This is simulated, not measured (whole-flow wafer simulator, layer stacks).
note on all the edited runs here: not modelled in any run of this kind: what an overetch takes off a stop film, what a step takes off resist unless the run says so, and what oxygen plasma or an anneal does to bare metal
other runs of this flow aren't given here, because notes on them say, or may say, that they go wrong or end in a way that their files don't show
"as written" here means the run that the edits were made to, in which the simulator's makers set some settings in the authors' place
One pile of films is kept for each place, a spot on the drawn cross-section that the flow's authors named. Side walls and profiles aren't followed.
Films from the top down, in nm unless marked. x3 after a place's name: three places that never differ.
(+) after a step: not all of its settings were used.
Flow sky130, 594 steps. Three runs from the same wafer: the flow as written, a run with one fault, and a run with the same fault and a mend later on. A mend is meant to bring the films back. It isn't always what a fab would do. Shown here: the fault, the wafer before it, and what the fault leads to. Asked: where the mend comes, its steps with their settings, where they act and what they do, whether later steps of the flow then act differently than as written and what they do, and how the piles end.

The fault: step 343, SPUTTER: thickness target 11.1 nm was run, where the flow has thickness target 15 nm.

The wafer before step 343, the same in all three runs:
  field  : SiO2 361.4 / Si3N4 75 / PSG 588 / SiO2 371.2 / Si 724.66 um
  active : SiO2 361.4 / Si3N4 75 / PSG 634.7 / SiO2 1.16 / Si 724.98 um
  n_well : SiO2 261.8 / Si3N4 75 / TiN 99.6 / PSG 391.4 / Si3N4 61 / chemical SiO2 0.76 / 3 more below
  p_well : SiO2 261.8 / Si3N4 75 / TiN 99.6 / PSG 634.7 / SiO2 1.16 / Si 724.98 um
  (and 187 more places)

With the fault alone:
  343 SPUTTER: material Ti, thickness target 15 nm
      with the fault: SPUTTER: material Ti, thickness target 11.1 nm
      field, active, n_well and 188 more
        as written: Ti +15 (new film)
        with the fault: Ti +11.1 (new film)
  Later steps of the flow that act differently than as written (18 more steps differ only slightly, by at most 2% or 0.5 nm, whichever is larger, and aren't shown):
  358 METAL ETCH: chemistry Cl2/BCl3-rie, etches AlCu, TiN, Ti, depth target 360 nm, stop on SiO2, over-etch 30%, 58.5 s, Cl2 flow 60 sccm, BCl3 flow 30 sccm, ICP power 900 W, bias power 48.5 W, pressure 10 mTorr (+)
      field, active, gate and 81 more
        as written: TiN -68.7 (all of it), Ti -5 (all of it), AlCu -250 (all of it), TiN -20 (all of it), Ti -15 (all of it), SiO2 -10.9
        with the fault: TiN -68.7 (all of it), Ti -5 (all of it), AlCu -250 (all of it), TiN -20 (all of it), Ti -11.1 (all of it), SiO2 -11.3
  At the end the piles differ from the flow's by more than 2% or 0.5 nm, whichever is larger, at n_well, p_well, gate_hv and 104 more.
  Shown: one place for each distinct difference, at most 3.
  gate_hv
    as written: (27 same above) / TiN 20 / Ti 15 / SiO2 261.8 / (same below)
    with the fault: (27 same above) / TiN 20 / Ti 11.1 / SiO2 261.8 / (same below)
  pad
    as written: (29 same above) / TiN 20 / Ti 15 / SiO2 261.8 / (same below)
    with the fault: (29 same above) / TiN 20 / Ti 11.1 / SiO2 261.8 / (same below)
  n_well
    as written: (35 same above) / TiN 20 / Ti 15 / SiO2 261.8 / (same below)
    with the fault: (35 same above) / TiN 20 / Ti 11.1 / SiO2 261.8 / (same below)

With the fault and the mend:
  The mend comes after step 343.
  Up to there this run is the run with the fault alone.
  343a SPUTTER: material Ti, thickness target 3.9 nm (the flow's step 343 once more, with other settings)
      field, active, n_well and 188 more
        Ti +3.9
  No later step of the flow acts differently than as written at any place that is followed.
  At the end the piles are the same as the flow's at every place that both follow.
